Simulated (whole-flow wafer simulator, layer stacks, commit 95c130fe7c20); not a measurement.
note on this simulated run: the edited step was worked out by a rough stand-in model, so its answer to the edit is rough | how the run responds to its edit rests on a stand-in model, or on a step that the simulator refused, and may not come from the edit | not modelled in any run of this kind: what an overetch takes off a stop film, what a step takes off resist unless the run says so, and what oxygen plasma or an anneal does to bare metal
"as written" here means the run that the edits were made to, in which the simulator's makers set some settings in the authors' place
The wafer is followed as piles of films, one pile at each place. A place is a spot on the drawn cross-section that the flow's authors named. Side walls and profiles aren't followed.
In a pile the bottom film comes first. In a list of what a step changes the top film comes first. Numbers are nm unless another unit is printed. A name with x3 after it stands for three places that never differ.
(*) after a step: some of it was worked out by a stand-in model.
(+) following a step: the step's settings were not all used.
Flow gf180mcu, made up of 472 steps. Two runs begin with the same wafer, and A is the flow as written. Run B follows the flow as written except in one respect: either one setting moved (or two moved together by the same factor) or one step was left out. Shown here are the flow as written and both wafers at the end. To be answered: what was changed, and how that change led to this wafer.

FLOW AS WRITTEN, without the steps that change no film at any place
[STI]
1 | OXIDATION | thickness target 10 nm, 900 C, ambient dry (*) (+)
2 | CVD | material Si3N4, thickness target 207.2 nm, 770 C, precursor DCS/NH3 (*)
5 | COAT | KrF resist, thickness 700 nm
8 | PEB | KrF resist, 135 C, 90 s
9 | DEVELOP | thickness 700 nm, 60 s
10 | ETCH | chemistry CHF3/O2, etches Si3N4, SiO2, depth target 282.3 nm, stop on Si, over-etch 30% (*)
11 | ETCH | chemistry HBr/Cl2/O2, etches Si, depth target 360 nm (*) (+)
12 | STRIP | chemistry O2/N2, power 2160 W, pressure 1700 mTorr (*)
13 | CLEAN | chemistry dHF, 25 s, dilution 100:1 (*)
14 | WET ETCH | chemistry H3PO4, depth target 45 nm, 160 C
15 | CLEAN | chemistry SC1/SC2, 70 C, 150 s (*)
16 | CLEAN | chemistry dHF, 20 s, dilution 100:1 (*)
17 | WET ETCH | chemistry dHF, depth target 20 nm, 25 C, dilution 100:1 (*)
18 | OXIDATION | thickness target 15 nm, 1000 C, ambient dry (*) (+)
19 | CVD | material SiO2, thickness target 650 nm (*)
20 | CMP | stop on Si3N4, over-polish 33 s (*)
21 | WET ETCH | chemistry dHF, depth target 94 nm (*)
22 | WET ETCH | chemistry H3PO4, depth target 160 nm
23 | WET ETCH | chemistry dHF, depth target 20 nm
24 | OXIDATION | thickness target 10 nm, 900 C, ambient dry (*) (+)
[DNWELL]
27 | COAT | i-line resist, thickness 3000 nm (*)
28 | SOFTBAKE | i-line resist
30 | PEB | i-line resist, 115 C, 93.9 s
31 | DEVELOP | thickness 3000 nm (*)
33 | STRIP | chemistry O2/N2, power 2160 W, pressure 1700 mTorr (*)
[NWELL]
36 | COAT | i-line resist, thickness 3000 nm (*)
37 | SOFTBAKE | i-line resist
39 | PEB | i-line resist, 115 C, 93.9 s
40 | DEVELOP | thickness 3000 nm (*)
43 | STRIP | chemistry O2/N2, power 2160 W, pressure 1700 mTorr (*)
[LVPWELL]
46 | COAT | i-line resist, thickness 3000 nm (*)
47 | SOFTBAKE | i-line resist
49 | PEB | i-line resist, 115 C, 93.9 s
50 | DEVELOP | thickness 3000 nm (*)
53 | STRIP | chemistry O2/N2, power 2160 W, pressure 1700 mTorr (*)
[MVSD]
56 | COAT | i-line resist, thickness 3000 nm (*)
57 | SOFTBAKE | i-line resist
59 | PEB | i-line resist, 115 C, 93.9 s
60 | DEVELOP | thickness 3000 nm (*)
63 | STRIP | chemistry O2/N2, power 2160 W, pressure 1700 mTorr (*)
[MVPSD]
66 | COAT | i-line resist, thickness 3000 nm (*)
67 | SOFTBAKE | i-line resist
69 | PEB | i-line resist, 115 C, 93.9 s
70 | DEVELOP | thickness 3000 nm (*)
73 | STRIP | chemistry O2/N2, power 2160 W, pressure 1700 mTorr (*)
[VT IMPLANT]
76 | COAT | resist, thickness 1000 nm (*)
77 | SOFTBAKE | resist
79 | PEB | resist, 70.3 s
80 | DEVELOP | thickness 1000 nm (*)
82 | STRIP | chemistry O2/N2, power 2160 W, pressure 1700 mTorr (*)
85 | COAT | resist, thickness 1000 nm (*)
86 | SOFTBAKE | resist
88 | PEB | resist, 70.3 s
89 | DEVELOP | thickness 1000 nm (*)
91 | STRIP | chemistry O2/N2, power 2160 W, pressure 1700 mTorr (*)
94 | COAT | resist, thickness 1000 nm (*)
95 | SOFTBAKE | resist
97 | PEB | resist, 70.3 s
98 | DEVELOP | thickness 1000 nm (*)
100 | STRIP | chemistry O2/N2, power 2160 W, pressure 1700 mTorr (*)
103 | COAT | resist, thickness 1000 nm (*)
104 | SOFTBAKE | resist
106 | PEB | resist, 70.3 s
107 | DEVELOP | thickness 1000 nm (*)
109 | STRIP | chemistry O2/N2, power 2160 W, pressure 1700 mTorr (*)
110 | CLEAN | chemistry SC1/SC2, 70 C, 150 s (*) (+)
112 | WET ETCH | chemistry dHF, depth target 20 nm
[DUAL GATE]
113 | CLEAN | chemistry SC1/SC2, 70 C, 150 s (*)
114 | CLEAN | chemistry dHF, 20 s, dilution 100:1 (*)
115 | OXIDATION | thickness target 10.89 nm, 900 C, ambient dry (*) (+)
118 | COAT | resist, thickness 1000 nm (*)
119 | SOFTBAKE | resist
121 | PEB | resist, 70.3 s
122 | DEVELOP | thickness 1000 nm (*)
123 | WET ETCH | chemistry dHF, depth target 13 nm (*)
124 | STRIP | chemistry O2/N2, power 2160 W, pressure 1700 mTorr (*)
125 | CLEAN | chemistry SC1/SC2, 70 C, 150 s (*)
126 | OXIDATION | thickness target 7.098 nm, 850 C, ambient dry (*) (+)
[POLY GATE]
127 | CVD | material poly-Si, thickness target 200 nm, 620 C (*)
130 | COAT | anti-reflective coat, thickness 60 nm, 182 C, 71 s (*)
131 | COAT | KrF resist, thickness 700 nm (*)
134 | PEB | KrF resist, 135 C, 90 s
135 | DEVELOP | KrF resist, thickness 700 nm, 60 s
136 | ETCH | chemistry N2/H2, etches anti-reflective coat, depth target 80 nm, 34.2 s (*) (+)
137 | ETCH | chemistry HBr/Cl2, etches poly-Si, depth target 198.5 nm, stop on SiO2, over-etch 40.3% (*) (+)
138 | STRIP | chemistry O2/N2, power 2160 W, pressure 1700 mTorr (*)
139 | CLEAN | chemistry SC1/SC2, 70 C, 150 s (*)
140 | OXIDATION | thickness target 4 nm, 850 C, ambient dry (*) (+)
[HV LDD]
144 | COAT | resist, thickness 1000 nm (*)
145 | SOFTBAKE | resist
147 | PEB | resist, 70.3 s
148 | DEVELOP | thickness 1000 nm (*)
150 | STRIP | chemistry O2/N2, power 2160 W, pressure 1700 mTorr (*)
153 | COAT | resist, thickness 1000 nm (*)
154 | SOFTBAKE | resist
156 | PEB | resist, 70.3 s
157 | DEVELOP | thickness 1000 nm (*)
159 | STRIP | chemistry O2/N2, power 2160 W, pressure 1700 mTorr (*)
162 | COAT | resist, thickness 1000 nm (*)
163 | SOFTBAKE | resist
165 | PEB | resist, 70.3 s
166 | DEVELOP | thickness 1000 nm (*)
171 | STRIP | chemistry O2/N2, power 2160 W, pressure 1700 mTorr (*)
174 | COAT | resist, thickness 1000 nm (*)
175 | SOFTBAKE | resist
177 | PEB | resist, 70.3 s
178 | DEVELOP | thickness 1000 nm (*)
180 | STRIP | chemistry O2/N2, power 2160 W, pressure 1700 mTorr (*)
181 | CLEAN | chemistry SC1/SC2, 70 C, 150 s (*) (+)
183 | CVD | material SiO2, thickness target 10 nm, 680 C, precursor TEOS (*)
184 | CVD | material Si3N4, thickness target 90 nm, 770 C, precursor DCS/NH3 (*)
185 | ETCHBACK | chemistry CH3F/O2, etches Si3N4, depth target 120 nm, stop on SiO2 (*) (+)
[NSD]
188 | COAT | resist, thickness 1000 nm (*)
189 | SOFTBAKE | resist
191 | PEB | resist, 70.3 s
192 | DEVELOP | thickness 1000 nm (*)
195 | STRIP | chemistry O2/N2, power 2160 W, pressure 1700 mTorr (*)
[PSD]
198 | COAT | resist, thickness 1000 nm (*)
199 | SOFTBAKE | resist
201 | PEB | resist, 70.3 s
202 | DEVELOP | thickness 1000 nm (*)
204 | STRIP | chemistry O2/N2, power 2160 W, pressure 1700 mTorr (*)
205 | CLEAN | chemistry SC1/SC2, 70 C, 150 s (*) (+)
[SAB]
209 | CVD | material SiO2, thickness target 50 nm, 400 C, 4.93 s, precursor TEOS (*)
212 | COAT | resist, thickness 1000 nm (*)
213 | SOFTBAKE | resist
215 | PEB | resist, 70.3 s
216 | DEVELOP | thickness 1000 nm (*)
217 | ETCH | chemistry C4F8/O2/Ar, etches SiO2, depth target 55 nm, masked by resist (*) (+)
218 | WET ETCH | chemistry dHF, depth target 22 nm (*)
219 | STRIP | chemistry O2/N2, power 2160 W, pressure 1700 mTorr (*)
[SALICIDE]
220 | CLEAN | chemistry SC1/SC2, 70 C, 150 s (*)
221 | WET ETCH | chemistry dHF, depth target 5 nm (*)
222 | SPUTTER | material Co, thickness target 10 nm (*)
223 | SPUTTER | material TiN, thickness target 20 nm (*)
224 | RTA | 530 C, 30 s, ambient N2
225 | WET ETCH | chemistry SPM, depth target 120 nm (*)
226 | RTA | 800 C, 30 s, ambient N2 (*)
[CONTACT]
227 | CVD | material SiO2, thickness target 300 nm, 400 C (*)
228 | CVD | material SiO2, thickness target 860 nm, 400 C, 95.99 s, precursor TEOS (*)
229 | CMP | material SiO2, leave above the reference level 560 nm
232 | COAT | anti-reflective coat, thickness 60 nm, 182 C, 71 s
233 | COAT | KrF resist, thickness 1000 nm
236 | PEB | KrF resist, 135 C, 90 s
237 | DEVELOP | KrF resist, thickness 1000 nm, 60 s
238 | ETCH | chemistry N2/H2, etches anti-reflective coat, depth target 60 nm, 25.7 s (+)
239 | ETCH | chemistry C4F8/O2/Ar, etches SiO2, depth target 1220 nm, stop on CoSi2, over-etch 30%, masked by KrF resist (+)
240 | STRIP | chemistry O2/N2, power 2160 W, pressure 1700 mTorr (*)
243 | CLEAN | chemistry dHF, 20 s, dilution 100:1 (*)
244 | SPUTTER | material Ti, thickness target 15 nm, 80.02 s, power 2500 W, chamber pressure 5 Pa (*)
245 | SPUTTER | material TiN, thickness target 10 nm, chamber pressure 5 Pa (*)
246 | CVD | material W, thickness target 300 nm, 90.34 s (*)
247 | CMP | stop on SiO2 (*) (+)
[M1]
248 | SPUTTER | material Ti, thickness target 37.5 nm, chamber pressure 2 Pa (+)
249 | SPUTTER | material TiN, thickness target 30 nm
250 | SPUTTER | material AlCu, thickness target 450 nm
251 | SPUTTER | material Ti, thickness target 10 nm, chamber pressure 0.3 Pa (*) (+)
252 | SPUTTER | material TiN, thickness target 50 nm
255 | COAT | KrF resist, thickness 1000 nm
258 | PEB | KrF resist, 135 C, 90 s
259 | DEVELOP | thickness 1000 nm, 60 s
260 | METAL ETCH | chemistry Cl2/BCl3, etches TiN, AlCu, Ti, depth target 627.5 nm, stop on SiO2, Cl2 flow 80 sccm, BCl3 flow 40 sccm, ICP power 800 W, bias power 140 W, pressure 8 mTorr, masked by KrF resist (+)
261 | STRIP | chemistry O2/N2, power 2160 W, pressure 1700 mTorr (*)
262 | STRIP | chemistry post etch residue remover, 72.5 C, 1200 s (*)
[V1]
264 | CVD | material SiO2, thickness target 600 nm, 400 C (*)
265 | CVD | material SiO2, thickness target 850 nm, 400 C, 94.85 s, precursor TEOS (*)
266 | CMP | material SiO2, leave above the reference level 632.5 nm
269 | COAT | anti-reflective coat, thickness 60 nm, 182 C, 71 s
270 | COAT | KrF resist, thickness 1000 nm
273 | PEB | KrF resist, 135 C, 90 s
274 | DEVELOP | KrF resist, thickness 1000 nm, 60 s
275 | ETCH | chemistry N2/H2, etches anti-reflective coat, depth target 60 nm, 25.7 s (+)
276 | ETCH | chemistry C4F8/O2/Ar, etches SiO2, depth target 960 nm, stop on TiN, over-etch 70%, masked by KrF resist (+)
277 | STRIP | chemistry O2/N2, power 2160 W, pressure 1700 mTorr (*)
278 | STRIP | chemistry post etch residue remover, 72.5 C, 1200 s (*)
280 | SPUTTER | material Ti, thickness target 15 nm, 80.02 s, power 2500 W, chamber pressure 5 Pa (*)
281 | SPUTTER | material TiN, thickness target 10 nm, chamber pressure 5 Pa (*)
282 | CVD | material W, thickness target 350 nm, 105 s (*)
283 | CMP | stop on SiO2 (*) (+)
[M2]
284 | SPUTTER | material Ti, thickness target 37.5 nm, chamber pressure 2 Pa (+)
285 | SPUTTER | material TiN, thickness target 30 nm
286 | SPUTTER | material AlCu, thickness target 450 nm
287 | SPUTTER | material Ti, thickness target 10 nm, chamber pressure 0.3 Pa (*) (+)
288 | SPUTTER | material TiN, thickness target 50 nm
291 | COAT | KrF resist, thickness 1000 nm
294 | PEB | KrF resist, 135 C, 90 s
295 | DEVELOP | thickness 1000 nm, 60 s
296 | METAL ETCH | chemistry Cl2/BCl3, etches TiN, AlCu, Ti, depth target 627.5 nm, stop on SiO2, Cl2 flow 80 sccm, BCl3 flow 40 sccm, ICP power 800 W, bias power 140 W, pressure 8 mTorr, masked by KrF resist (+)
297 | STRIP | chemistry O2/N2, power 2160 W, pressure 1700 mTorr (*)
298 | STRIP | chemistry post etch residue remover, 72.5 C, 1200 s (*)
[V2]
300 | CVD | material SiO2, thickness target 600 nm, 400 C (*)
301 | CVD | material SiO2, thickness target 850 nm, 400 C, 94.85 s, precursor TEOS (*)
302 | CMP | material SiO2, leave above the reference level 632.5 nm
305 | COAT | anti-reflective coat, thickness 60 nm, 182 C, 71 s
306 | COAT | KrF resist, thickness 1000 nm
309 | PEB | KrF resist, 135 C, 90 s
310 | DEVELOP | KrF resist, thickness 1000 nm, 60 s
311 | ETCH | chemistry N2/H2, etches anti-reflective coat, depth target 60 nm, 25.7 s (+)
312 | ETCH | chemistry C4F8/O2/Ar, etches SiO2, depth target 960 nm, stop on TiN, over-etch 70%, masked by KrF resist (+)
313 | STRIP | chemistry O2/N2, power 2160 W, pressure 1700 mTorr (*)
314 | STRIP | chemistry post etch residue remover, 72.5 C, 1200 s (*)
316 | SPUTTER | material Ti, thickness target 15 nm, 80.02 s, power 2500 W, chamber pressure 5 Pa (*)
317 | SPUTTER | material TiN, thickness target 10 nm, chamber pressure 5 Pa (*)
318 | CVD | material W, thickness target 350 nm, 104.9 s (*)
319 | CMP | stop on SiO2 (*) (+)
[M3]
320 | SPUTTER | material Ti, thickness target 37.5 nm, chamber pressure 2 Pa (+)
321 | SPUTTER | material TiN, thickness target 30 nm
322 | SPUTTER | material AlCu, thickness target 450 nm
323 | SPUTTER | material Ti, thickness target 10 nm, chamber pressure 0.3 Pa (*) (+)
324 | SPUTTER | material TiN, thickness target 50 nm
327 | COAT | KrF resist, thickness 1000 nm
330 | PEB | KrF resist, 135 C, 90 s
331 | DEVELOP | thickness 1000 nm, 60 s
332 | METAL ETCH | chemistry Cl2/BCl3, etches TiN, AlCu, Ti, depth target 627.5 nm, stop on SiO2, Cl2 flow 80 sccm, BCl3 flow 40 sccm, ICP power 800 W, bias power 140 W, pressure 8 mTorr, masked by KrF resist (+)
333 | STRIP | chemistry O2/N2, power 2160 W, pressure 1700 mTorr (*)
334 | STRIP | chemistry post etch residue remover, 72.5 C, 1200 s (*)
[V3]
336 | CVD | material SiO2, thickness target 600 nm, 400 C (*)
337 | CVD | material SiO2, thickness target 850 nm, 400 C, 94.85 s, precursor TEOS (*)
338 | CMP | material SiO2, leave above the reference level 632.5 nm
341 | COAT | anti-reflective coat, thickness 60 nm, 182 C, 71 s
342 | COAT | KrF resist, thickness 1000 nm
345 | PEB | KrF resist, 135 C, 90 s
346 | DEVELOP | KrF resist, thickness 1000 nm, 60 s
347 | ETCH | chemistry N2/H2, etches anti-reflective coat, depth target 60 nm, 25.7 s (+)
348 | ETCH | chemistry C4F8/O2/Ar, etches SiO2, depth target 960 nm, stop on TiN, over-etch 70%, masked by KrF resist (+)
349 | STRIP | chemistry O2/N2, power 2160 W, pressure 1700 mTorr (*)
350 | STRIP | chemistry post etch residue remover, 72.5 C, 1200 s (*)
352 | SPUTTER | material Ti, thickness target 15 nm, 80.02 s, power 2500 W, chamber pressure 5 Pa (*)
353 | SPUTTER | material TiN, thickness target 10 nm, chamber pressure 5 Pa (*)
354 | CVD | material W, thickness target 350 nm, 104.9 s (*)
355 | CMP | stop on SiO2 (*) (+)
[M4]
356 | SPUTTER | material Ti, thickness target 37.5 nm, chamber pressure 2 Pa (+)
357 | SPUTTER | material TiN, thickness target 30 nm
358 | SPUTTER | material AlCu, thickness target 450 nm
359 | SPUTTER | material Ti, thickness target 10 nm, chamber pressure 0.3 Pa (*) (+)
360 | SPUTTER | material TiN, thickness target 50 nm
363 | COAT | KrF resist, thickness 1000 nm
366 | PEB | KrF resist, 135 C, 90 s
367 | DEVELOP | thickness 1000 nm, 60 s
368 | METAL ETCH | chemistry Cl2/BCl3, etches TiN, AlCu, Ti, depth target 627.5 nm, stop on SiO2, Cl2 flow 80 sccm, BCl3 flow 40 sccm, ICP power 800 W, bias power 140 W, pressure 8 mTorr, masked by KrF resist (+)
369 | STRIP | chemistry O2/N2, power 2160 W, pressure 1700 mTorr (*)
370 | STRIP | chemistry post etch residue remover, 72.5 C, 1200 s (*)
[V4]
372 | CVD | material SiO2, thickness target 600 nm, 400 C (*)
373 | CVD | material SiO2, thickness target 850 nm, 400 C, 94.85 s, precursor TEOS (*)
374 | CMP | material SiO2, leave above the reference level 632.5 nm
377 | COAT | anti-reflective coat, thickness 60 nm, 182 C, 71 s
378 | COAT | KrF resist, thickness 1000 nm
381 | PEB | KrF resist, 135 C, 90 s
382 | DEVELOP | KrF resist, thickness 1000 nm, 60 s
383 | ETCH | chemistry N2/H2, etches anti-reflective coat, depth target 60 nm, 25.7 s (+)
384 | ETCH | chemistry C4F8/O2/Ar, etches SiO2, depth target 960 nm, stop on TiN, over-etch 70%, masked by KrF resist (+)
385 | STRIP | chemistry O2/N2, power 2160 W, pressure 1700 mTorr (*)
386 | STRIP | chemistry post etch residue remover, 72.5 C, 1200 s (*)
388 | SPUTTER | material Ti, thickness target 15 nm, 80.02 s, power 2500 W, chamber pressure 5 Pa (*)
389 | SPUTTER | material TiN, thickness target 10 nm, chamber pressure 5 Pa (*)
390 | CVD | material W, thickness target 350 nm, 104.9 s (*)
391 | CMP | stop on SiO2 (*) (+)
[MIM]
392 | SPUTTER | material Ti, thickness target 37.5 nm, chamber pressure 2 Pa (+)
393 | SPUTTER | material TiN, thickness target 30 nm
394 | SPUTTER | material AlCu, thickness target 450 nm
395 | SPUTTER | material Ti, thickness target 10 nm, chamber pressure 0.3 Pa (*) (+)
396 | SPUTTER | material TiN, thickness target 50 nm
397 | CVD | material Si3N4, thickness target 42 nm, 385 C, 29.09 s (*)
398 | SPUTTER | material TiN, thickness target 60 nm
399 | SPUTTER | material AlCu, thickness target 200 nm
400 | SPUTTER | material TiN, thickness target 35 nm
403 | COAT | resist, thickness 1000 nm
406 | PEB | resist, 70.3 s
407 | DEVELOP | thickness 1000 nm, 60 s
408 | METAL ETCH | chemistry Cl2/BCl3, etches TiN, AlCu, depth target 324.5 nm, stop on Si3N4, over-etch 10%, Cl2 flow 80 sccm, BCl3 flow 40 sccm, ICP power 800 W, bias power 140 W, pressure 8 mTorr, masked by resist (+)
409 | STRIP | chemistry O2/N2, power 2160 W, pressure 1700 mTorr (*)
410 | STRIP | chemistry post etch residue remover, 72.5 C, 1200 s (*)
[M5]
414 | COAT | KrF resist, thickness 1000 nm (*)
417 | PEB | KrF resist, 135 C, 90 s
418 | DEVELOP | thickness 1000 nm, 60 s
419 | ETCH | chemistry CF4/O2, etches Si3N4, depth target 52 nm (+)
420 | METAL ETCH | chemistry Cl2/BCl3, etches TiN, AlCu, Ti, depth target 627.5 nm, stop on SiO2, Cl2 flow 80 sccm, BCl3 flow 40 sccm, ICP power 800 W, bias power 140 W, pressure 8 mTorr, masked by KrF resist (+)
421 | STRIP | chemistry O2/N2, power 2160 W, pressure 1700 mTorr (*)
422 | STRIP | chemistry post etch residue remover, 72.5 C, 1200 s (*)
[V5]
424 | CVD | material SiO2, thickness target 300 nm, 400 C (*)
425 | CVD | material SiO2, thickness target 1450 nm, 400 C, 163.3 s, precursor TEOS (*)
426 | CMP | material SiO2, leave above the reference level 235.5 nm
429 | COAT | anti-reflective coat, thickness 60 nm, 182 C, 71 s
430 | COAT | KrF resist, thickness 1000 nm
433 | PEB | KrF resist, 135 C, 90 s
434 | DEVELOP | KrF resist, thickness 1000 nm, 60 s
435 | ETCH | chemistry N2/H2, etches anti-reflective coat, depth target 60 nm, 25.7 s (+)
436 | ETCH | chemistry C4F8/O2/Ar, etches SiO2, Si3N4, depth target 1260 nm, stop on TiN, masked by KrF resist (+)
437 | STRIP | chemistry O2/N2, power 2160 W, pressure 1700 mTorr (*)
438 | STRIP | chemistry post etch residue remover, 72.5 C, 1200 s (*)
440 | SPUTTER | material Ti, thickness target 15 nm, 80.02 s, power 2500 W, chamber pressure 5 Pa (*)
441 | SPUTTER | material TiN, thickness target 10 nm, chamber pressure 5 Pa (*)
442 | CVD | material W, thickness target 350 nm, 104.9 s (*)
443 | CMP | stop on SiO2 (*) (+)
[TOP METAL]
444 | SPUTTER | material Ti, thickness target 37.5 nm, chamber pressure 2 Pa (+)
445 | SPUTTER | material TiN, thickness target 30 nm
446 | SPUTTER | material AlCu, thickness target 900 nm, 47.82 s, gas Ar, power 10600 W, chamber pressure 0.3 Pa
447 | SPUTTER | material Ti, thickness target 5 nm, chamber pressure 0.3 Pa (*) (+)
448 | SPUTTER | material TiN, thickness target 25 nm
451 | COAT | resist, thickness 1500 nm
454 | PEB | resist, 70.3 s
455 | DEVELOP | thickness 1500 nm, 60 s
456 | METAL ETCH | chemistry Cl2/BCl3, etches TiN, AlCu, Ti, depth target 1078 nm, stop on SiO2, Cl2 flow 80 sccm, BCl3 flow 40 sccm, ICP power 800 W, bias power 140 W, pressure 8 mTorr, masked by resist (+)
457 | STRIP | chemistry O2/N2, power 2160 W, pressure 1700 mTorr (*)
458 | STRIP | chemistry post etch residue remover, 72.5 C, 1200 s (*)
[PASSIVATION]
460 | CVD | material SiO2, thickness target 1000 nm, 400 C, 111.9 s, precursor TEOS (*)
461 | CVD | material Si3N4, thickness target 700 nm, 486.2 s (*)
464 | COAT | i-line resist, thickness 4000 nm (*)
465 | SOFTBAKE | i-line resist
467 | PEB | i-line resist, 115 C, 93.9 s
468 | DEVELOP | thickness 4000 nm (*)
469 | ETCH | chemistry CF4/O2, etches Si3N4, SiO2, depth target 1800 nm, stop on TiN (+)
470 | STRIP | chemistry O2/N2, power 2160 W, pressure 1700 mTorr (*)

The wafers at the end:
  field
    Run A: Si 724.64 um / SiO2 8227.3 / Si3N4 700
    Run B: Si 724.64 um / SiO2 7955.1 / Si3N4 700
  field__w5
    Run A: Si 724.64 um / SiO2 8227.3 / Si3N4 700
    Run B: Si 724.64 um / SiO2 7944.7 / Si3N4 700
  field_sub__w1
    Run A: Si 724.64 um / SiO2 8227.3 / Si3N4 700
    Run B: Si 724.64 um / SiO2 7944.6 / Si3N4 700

The reason: step 425, CVD: thickness target 870 nm was run, whereas the flow has thickness target 1450 nm; step 425, CVD: 97.97 s was run, where the flow has 163.3 s.

Step by step, how the change led to this:
  425 | CVD | material SiO2, thickness target 1450 nm, 400 C, 163.3 s, precursor TEOS (*)
      field, field__w1, field__w4 and 100 more: A SiO2 gains 1450 | B SiO2 gains 877.4
      field__w2, field__w3, field__w12 and 6 more: A SiO2 gains 1421.8 | B SiO2 gains 860.9
  426 | CMP | material SiO2, leave above the reference level 235.5 nm
      field, field__w1, field__w5 and 92 more: A SiO2 loses 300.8 | B nothing
      field__w2, field__w3, field__w12 and 6 more: A SiO2 loses 272.7 | B nothing
      (also at 8 further places)
  429 | COAT | anti-reflective coat, thickness 60 nm, 182 C, 71 s
      p_well, sti, spacer, sd_n, pad, dice_street: A anti-reflective coat gains 60 (new film) | B anti-reflective coat gains 62 (new film)
      gate, nw_enc_fld_lv__w1: A anti-reflective coat gains 60 (new film) | B anti-reflective coat gains 62.4 (new film)
      (also at 47 further places)
  430 | COAT | KrF resist, thickness 1000 nm
      field: A KrF resist gains 1000 (new film) | B KrF resist gains 941.3 (new film)
      field__w1: A KrF resist gains 1000 (new film) | B KrF resist gains 977.3 (new film)
      (also at 27 further places)
  433 | PEB | KrF resist, 135 C, 90 s
      gate_p, nw_enc_fld_lv: A KrF resist loses 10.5 | B KrF resist loses 11.4
      field: A KrF resist loses 10.5 | B KrF resist loses 9.62
      (also at 16 further places)
  434 | DEVELOP | KrF resist, thickness 1000 nm, 60 s
      contact: A KrF resist loses 989.5 (all of it) | B KrF resist loses 837.1 (all of it)
  435 | ETCH | chemistry N2/H2, etches anti-reflective coat, depth target 60 nm, 25.7 s (+)
      contact: A anti-reflective coat loses 60 (all of it), SiO2 loses 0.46 | B anti-reflective coat loses 13.9 (all of it), SiO2 loses 1.64
  437 | STRIP | chemistry O2/N2, power 2160 W, pressure 1700 mTorr (*)
      p_well, sti, spacer, sd_n, pad, dice_street: A KrF resist loses 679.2 (all of it), anti-reflective coat loses 60 (all of it) | B KrF resist loses 679.7 (all of it), anti-reflective coat loses 62 (all of it)
      field: A KrF resist loses 679.2 (all of it), anti-reflective coat loses 60 (all of it) | B KrF resist loses 621.5 (all of it), anti-reflective coat loses 192.8 (all of it)
      (also at 48 further places)
  440 | SPUTTER | material Ti, thickness target 15 nm, 80.02 s, power 2500 W, chamber pressure 5 Pa (*)
      field__w2: A Ti gains 15 (new film) | B Ti gains 14.3 (new film)
      contact: A Ti gains 8.12 (new film) | B Ti gains 9.5 (new film)
  441 | SPUTTER | material TiN, thickness target 10 nm, chamber pressure 5 Pa (*)
      field__w2: A TiN gains 10 (new film) | B TiN gains 9.48 (new film)
      contact: A TiN gains 5.38 (new film) | B TiN gains 6.31 (new film)
  442 | CVD | material W, thickness target 350 nm, 104.9 s (*)
      contact: A W gains 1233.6 (new film) | B W gains 959.5 (new film)
  443 | CMP | stop on SiO2 (*) (+)
      field__w3, field__w12, npoly_sal, ppoly_sal, nw_sep_fld, gate_hv5, gate_p_hv5, sti_nw: A W loses 350 (all of it), TiN loses 10 (all of it), Ti loses 15 (all of it), SiO2 loses 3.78 | B W loses 350 (all of it), TiN loses 10 (all of it), Ti loses 2.73
      field__w2: A W loses 350 (all of it), TiN loses 10 (all of it), Ti loses 15 (all of it), SiO2 loses 3.78 | B W loses 350.7 (all of it), TiN loses 9.48 (all of it), Ti loses 2.01
      (also at 7 further places)
  444 | SPUTTER | material Ti, thickness target 37.5 nm, chamber pressure 2 Pa (+)
      field__w2, field__w3, field__w12 and 6 more: A Ti gains 37.5 (new film) | B Ti gains 37.1
  445 | SPUTTER | material TiN, thickness target 30 nm
      field__w2, field__w3, field__w12 and 6 more: A TiN gains 30 (new film) | B TiN gains 29.3 (new film)
  448 | SPUTTER | material TiN, thickness target 25 nm
      field__w2, field__w3, field__w12 and 6 more: A TiN gains 25 (new film) | B TiN gains 24.4 (new film)
  451 | COAT | resist, thickness 1500 nm
      field: A resist gains 1500 (new film) | B resist gains 1545.6 (new film)
      field__w8: A resist gains 1500 (new film) | B resist gains 1274.6 (new film)
      (also at 9 further places)
  ... 8 further steps ...
  470 | STRIP | chemistry O2/N2, power 2160 W, pressure 1700 mTorr (*)
      field__w8, m1__w1: A i-line resist loses 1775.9 (all of it) | B i-line resist loses 1525.4 (all of it)
      m1: A i-line resist loses 1798.9 (all of it) | B i-line resist loses 1538 (all of it)
      (also at 3 further places)
